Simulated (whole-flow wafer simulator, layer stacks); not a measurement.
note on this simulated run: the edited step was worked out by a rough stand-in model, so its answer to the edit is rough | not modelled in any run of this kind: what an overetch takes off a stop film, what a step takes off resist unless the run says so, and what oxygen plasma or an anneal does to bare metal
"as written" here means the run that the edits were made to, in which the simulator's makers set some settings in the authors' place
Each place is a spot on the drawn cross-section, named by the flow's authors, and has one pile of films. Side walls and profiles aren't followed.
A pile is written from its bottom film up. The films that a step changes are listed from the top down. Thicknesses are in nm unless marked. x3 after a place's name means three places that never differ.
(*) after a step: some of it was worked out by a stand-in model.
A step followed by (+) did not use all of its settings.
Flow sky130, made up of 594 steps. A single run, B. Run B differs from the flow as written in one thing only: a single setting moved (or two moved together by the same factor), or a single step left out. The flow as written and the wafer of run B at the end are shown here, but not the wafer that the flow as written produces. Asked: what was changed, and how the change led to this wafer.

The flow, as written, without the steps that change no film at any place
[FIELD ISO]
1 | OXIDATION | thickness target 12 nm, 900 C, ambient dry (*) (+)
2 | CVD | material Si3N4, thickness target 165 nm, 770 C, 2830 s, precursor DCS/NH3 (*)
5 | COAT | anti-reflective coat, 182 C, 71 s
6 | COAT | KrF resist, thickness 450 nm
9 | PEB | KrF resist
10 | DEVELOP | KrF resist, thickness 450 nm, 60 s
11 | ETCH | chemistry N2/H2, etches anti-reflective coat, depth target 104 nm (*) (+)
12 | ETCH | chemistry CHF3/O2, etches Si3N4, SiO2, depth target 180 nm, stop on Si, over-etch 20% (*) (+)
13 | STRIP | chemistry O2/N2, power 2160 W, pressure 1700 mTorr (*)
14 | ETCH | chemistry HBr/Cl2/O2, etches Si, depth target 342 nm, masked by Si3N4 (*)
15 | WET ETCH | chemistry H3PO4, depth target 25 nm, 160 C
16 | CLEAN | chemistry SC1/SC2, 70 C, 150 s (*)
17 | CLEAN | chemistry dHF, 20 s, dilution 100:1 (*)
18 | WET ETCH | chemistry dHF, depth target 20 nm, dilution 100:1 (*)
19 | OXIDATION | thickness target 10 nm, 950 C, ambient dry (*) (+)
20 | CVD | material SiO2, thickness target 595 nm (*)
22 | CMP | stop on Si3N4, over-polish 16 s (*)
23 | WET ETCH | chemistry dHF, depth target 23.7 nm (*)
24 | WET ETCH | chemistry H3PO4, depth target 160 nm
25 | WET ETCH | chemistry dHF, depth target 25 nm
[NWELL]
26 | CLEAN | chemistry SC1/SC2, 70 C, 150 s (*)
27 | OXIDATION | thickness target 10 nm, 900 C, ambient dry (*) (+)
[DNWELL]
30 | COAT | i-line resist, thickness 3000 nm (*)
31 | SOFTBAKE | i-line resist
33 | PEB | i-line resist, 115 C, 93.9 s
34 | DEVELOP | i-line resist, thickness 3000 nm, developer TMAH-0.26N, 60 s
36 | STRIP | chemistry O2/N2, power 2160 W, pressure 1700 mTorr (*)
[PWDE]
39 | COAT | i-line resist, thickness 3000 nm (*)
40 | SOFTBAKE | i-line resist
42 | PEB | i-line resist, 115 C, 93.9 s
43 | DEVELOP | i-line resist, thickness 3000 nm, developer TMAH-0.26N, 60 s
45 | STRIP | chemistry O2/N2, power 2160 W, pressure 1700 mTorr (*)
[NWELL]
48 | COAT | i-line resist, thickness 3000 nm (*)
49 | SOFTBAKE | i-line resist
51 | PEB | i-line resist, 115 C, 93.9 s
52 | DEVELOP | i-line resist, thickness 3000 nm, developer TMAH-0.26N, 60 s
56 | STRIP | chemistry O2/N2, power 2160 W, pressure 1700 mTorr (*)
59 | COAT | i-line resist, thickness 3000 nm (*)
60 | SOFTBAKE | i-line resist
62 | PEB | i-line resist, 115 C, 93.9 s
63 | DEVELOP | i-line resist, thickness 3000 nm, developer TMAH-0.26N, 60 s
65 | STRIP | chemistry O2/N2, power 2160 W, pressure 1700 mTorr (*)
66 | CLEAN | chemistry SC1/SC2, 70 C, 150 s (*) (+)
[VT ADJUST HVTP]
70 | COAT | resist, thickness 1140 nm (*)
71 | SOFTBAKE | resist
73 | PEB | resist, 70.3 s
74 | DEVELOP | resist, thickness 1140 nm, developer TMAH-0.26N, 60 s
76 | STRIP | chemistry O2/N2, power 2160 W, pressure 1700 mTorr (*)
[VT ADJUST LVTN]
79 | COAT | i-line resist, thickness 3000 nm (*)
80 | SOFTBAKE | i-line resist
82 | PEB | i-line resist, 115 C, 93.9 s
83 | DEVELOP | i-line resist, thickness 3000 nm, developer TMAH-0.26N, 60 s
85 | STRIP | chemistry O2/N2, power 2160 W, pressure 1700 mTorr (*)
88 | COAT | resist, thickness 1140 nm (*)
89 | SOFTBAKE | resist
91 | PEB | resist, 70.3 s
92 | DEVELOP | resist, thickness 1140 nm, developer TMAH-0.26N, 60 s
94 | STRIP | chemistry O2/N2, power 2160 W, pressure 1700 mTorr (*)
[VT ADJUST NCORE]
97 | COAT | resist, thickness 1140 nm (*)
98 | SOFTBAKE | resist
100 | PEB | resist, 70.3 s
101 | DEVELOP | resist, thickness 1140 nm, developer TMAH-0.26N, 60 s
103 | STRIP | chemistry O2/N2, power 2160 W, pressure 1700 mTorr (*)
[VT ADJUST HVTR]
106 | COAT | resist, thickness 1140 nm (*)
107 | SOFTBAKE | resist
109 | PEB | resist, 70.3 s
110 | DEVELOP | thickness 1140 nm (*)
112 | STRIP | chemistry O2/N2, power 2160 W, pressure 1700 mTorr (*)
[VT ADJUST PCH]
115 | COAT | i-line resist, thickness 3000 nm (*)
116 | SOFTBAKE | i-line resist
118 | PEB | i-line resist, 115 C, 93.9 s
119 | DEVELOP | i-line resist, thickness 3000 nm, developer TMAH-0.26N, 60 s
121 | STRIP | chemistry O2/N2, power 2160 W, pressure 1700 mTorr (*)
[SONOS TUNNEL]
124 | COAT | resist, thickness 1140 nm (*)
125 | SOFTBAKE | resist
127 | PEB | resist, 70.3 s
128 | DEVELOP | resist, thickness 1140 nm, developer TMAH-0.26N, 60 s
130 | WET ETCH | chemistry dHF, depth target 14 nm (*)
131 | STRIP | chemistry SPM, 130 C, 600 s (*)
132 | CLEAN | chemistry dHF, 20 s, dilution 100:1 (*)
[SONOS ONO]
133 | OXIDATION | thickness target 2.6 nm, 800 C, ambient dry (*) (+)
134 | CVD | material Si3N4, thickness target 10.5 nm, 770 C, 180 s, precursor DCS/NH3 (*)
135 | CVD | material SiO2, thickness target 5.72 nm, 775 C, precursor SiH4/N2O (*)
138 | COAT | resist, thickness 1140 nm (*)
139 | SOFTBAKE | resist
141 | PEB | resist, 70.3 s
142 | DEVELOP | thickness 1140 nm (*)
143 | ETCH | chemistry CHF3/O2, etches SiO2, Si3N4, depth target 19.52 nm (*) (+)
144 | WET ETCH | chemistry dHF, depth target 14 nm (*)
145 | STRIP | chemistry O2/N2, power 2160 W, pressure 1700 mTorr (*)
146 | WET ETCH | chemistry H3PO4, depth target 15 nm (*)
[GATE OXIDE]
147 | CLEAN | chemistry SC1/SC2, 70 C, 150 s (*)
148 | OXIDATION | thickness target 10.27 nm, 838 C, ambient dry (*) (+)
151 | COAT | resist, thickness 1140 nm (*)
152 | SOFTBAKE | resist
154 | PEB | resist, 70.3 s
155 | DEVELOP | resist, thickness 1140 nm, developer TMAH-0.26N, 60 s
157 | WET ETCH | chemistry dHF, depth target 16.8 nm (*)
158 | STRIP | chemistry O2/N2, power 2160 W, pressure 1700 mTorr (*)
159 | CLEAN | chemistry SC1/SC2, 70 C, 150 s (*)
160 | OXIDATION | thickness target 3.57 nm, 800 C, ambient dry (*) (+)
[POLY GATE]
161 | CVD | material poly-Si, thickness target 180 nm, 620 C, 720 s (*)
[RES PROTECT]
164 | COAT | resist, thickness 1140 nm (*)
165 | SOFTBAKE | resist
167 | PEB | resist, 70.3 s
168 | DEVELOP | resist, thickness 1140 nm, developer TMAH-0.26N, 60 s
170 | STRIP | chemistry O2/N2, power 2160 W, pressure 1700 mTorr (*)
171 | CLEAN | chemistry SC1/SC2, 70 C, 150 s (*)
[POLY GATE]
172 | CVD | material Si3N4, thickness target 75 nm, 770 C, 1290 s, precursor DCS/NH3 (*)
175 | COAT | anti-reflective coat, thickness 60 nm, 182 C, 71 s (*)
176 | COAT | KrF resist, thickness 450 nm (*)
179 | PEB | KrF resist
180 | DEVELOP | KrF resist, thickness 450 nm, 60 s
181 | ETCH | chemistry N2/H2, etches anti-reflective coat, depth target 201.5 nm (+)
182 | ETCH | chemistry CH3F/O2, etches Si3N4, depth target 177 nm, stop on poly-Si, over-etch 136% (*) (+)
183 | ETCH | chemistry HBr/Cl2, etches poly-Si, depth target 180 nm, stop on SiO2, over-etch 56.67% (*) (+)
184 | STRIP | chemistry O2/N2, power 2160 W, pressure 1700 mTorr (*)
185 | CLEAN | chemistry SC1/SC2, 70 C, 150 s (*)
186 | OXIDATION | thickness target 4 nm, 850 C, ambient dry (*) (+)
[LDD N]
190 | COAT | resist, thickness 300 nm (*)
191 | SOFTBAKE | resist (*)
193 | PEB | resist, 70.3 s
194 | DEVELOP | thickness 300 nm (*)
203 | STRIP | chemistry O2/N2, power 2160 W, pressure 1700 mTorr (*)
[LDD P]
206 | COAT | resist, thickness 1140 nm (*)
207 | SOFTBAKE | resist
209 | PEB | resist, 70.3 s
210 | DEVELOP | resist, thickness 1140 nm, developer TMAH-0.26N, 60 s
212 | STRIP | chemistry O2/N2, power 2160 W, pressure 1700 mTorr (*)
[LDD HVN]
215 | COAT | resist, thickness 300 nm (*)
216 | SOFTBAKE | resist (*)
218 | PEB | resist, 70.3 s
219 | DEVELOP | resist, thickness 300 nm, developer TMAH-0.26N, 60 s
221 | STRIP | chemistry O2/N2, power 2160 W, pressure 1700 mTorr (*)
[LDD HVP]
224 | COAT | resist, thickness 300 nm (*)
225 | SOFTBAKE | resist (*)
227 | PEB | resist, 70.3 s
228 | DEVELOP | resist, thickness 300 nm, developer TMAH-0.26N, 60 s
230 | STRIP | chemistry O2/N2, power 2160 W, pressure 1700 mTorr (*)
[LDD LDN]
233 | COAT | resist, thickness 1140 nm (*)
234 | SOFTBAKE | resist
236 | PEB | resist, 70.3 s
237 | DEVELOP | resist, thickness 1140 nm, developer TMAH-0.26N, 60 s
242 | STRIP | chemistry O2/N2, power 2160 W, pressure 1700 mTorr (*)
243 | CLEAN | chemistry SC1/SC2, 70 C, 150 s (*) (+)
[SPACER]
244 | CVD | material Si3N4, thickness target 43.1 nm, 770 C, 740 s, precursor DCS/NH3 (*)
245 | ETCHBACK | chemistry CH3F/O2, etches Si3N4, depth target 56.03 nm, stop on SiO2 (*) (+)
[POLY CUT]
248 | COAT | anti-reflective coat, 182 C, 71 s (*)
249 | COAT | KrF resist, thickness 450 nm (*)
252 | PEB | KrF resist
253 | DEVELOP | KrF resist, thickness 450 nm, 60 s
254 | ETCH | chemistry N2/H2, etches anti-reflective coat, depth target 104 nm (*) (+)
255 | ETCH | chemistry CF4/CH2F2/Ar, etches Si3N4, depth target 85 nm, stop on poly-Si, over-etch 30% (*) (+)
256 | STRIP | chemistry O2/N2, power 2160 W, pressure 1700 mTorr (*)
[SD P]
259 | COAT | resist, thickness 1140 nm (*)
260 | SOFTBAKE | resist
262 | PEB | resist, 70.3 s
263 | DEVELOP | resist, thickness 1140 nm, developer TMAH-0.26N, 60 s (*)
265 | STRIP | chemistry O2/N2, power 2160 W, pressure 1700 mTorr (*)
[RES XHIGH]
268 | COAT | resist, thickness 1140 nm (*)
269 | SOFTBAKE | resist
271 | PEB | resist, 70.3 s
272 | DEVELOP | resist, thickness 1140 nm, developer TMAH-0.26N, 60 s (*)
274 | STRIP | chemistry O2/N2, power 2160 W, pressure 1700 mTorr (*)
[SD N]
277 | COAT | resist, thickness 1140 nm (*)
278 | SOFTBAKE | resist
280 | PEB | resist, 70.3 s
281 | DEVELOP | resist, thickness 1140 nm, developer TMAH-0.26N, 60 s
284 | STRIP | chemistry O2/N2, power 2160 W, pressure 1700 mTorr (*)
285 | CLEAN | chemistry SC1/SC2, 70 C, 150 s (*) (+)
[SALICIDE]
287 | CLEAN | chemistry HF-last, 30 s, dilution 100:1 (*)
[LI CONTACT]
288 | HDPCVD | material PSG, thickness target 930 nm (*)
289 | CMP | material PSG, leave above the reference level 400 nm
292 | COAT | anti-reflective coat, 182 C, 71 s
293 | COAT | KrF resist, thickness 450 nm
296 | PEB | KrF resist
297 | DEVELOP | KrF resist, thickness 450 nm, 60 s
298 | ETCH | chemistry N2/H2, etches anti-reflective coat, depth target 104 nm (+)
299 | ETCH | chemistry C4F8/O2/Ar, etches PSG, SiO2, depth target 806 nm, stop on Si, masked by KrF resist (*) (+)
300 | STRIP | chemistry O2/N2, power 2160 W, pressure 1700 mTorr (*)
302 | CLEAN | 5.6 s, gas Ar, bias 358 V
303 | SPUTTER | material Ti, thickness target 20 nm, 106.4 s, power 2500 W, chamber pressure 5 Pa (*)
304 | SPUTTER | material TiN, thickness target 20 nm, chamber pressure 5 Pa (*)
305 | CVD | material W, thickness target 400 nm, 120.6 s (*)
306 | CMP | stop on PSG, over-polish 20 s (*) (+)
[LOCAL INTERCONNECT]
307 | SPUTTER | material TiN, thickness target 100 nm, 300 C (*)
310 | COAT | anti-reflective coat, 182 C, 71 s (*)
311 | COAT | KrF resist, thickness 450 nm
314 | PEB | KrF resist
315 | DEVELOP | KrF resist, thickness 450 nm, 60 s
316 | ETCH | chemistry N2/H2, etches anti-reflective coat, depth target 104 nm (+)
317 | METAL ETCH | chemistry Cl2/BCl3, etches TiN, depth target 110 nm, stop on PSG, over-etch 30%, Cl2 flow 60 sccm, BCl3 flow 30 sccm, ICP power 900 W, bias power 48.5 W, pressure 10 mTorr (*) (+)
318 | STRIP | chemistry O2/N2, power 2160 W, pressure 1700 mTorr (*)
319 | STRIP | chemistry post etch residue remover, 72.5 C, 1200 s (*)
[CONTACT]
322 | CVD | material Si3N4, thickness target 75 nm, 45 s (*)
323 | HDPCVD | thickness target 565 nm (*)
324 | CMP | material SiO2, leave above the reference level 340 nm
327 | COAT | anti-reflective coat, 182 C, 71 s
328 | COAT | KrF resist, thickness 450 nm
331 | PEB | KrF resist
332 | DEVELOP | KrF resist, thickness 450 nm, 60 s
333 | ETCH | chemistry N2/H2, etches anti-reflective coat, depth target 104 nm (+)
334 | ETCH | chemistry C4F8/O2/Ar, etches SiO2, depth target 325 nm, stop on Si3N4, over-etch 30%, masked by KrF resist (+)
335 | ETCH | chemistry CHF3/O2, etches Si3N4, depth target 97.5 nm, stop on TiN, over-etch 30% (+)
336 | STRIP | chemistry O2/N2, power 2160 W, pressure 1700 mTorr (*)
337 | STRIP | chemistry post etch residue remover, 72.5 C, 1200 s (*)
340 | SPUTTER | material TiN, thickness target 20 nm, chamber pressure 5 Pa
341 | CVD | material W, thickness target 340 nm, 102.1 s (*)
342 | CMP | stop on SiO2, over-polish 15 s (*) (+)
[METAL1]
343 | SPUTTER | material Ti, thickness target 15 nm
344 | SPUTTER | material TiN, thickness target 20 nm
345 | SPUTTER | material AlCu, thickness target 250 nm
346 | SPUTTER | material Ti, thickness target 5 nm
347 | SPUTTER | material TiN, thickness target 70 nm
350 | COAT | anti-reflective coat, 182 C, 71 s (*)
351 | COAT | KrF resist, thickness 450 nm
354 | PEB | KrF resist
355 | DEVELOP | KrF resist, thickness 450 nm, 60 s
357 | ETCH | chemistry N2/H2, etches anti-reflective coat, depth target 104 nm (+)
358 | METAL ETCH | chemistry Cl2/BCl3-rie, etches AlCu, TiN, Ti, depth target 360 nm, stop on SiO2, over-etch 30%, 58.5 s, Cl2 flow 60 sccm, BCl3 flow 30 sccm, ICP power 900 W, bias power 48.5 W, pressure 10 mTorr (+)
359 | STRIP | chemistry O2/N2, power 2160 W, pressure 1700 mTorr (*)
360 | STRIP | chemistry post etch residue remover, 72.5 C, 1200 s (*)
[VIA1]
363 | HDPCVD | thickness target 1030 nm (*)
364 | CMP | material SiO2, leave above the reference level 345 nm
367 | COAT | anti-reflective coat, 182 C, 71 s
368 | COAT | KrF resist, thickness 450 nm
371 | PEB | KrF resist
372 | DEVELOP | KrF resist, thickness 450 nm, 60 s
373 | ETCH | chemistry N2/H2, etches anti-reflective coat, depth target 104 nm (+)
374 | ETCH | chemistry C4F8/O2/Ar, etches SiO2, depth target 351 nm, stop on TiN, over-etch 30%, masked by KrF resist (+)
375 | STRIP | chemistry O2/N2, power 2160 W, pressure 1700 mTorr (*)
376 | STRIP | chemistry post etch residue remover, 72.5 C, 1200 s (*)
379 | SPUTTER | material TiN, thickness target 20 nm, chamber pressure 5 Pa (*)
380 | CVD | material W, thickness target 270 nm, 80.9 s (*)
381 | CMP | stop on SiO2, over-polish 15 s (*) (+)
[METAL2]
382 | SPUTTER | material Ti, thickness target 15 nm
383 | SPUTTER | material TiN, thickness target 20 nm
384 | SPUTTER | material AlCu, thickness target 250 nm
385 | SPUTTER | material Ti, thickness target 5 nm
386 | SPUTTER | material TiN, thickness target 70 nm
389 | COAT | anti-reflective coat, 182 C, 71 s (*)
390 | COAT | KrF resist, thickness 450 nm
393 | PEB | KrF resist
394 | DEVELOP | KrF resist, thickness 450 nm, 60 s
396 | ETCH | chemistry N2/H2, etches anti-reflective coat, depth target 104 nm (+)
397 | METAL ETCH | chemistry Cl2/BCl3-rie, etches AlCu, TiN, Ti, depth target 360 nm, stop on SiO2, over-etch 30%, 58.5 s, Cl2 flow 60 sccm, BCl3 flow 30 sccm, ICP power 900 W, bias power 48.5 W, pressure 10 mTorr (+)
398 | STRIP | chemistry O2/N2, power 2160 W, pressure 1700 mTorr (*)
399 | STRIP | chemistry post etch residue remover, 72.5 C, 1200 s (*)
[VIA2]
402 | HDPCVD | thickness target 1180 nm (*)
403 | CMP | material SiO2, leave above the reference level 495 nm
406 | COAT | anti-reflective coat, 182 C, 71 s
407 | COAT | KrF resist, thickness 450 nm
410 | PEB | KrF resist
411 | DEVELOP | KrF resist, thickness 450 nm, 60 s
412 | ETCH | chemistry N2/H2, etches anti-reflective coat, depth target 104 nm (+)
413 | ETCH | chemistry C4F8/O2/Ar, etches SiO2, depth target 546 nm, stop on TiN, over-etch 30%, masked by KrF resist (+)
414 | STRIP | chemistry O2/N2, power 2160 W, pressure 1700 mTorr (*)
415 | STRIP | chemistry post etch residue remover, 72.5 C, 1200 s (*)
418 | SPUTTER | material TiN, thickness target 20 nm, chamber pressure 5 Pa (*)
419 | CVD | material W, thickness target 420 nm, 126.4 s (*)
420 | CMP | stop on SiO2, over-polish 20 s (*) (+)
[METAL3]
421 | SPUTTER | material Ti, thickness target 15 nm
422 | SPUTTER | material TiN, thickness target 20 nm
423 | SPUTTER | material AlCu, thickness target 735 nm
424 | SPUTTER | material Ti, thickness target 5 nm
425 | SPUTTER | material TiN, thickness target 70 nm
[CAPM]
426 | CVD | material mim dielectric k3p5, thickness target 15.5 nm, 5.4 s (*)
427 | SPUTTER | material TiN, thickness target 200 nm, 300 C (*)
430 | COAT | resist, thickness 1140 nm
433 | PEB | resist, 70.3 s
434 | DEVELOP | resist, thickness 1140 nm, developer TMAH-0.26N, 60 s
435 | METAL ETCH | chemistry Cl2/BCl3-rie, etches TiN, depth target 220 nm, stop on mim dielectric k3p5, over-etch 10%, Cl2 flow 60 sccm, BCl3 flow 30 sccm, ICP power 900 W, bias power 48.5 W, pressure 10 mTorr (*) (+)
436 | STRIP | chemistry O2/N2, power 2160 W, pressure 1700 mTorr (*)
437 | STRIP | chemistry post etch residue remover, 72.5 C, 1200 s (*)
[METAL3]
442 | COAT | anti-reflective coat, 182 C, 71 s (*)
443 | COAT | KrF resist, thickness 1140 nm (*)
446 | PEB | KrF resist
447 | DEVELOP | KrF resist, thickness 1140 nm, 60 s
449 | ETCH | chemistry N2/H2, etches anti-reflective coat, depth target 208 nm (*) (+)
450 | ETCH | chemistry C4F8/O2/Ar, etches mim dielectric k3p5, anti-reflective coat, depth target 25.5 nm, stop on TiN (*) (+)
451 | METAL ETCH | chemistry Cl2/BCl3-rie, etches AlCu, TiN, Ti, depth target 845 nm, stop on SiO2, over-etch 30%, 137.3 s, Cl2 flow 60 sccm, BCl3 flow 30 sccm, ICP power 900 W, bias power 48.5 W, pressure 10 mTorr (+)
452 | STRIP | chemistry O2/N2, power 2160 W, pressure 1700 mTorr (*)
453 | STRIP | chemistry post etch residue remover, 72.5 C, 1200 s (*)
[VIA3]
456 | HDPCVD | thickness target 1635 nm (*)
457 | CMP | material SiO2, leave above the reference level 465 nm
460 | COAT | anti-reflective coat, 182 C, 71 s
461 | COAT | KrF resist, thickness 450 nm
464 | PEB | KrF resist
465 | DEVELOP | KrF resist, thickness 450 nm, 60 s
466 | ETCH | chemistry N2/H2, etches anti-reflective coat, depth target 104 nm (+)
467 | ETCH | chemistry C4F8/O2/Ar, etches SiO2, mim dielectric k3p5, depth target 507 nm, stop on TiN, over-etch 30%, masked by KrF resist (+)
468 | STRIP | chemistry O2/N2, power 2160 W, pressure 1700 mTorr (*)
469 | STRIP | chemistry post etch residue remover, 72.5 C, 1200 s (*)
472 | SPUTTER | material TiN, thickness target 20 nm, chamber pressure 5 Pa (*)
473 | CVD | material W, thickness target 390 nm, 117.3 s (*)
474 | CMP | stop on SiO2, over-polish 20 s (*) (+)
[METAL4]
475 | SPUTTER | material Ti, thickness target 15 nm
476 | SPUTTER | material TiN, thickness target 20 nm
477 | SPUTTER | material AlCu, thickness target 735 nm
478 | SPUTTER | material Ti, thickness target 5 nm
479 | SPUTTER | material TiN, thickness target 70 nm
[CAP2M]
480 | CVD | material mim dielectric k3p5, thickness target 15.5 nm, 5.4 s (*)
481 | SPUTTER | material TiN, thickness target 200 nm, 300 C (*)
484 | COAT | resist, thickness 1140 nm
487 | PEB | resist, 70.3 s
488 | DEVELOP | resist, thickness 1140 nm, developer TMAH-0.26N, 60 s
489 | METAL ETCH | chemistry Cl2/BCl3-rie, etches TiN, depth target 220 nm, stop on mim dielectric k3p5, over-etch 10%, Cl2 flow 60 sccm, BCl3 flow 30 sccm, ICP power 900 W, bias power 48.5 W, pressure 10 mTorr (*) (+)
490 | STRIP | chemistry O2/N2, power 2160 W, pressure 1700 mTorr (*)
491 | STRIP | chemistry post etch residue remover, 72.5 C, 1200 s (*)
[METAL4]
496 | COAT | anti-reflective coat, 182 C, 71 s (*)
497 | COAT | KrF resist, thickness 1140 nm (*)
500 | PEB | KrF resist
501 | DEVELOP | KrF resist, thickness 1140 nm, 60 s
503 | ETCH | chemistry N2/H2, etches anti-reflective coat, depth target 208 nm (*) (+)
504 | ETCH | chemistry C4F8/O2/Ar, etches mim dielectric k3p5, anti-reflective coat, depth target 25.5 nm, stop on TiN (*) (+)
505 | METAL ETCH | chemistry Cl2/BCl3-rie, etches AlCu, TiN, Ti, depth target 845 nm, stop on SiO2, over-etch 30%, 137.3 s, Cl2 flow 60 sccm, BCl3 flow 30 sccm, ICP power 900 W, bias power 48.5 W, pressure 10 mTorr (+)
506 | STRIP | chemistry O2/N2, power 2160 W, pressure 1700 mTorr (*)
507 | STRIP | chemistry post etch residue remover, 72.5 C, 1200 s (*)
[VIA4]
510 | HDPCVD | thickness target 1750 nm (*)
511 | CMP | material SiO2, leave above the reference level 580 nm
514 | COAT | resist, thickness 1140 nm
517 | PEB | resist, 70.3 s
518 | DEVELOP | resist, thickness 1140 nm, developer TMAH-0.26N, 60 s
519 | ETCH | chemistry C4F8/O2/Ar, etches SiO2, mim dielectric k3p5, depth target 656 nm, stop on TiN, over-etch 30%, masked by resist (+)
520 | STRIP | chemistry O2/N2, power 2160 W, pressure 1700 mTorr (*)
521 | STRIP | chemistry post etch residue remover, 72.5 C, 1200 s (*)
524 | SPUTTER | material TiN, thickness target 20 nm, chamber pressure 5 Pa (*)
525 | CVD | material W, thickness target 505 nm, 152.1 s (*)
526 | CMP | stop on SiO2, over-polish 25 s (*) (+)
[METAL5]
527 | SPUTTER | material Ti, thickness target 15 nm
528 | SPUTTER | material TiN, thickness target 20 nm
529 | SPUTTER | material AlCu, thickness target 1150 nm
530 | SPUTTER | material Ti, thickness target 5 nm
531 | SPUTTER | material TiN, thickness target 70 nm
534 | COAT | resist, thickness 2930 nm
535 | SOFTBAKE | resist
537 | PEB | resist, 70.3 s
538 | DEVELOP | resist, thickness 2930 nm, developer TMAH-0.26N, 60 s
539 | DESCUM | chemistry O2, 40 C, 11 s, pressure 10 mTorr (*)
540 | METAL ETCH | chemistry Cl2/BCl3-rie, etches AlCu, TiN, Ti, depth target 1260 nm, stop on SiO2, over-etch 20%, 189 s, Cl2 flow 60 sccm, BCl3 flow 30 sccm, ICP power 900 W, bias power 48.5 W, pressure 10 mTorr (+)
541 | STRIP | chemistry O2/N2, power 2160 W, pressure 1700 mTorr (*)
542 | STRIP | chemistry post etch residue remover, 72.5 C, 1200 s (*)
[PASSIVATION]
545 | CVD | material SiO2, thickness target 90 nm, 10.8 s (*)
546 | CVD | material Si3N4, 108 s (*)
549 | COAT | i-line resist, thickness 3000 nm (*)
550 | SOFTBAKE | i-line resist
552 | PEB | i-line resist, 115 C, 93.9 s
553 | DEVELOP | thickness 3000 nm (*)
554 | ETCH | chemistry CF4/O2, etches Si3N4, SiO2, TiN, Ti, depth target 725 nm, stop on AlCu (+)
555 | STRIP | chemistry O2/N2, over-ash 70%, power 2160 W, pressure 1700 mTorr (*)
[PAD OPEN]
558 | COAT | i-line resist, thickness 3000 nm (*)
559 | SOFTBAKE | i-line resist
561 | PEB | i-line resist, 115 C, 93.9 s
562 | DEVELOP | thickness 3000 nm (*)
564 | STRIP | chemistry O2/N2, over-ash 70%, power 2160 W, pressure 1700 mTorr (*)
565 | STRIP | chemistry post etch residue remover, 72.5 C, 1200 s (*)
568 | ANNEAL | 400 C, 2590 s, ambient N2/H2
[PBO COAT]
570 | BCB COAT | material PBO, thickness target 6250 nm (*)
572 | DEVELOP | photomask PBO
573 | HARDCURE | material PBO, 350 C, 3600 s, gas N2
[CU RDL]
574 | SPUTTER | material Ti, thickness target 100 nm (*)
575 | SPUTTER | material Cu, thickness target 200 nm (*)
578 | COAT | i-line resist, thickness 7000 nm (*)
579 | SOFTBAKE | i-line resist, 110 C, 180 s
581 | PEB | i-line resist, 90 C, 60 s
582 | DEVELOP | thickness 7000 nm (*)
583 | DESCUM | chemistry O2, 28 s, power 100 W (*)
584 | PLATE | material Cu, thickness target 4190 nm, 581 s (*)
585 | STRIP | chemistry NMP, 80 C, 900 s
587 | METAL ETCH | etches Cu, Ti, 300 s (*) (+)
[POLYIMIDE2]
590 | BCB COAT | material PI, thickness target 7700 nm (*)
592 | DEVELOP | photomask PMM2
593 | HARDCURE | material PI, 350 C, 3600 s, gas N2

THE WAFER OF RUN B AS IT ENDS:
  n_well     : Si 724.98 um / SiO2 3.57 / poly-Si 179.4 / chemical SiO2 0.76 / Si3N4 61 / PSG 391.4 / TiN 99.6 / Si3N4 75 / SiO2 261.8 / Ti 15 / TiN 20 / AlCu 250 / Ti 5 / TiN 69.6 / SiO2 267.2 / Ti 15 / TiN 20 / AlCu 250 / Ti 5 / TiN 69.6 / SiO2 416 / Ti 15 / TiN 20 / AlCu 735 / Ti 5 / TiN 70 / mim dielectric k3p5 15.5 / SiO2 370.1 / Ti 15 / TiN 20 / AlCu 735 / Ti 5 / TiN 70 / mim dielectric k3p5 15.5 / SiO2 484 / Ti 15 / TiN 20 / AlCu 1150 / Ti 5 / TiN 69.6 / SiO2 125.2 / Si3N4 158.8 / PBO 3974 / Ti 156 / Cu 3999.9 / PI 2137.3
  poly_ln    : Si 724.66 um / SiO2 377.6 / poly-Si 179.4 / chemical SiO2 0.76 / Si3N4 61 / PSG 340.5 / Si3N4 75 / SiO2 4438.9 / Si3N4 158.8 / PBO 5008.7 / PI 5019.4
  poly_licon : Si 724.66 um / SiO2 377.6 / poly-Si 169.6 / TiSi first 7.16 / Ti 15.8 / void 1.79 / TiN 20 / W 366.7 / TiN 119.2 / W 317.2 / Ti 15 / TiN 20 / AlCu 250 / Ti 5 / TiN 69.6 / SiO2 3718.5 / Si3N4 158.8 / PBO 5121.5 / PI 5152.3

The reason: step 574, SPUTTER: thickness target 156 nm was run, while the flow as written has thickness target 100 nm.
The wafer lets one read it off: n_well has Ti 156, and step 574 as written asks for 100 nm.

The path from the change to this, step by step:
  574 | SPUTTER | material Ti, thickness target 100 nm (*)
      field, active, n_well and 190 more: Ti gains 156 (new film) (as written it would have been: Ti gains 100 (new film))
  587 | METAL ETCH | etches Cu, Ti, 300 s (*) (+)
      field, active, gate and 167 more: Cu loses 200 (all of it), Ti loses 156 (all of it) (as written it would have been: Cu loses 200 (all of it), Ti loses 100 (all of it))
  590 | BCB COAT | material PI, thickness target 7700 nm (*)
      de16_gate_nw: PI gains 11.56 um (new film) (as written it would have been: PI gains 11.5 um (new film))
